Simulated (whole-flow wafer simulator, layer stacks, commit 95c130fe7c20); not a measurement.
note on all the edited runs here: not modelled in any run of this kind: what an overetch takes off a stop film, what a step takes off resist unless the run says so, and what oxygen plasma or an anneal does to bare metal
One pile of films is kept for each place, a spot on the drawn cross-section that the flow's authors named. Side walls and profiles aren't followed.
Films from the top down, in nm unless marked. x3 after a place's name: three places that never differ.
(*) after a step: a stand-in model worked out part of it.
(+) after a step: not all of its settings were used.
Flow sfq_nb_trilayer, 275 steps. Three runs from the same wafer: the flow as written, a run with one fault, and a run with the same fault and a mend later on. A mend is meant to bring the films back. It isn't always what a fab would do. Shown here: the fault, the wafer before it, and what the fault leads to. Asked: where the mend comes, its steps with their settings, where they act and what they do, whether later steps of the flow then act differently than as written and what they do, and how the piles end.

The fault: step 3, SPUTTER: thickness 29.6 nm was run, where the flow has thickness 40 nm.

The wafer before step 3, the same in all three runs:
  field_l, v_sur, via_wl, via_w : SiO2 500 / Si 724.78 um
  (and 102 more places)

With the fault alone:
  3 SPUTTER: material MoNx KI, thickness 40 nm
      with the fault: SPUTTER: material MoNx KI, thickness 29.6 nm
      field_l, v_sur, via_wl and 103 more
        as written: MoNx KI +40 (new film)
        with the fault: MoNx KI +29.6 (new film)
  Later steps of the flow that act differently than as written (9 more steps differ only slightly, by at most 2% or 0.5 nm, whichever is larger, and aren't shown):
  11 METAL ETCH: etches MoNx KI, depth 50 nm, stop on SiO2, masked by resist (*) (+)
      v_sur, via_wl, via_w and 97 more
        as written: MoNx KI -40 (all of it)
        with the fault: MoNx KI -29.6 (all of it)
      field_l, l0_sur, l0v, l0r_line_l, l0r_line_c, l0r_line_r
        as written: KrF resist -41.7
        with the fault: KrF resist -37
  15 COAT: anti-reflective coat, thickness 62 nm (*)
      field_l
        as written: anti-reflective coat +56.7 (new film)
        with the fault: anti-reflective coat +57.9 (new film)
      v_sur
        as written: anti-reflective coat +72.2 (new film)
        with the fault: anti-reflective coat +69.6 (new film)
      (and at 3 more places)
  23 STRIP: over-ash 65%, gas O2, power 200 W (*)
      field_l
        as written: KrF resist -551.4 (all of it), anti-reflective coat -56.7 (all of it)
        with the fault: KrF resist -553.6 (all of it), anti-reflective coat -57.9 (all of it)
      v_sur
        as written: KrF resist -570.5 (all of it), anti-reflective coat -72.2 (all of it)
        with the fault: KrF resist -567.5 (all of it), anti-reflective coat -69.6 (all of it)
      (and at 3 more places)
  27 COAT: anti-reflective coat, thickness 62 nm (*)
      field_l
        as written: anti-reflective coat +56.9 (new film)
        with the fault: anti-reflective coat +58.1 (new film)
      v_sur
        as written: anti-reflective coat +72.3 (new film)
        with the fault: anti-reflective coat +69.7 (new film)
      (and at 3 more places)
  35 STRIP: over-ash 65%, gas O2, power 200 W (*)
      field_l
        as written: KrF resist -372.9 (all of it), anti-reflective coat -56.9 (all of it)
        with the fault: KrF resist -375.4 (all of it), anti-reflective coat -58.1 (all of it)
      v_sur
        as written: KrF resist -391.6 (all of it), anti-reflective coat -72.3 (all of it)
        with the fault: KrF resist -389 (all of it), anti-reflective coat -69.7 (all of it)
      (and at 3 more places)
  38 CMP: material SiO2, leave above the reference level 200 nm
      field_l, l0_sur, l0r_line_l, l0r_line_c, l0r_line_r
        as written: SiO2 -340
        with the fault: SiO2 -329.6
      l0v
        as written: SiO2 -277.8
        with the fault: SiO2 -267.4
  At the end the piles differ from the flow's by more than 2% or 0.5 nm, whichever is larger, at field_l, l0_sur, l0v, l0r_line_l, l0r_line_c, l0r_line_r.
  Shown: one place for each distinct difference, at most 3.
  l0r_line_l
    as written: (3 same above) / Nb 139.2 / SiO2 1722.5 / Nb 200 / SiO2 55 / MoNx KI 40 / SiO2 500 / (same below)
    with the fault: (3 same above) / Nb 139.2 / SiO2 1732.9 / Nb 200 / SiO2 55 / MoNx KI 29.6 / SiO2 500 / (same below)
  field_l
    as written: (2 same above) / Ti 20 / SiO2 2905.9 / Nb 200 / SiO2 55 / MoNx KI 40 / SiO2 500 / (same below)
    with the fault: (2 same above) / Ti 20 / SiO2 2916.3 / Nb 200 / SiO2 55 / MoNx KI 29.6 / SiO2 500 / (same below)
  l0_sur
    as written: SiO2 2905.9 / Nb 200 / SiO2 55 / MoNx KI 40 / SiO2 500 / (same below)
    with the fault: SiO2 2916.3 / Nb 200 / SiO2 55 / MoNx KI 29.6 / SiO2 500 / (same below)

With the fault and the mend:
  The mend comes after step 3.
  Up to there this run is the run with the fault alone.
  3a SPUTTER: material MoNx KI, thickness 10.4 nm (the flow's step 3 once more, with other settings)
      field_l, v_sur, via_wl and 103 more
        MoNx KI +10.4
  No later step of the flow acts differently than as written at any place that is followed.
  At the end the piles are the same as the flow's at every place that both follow.
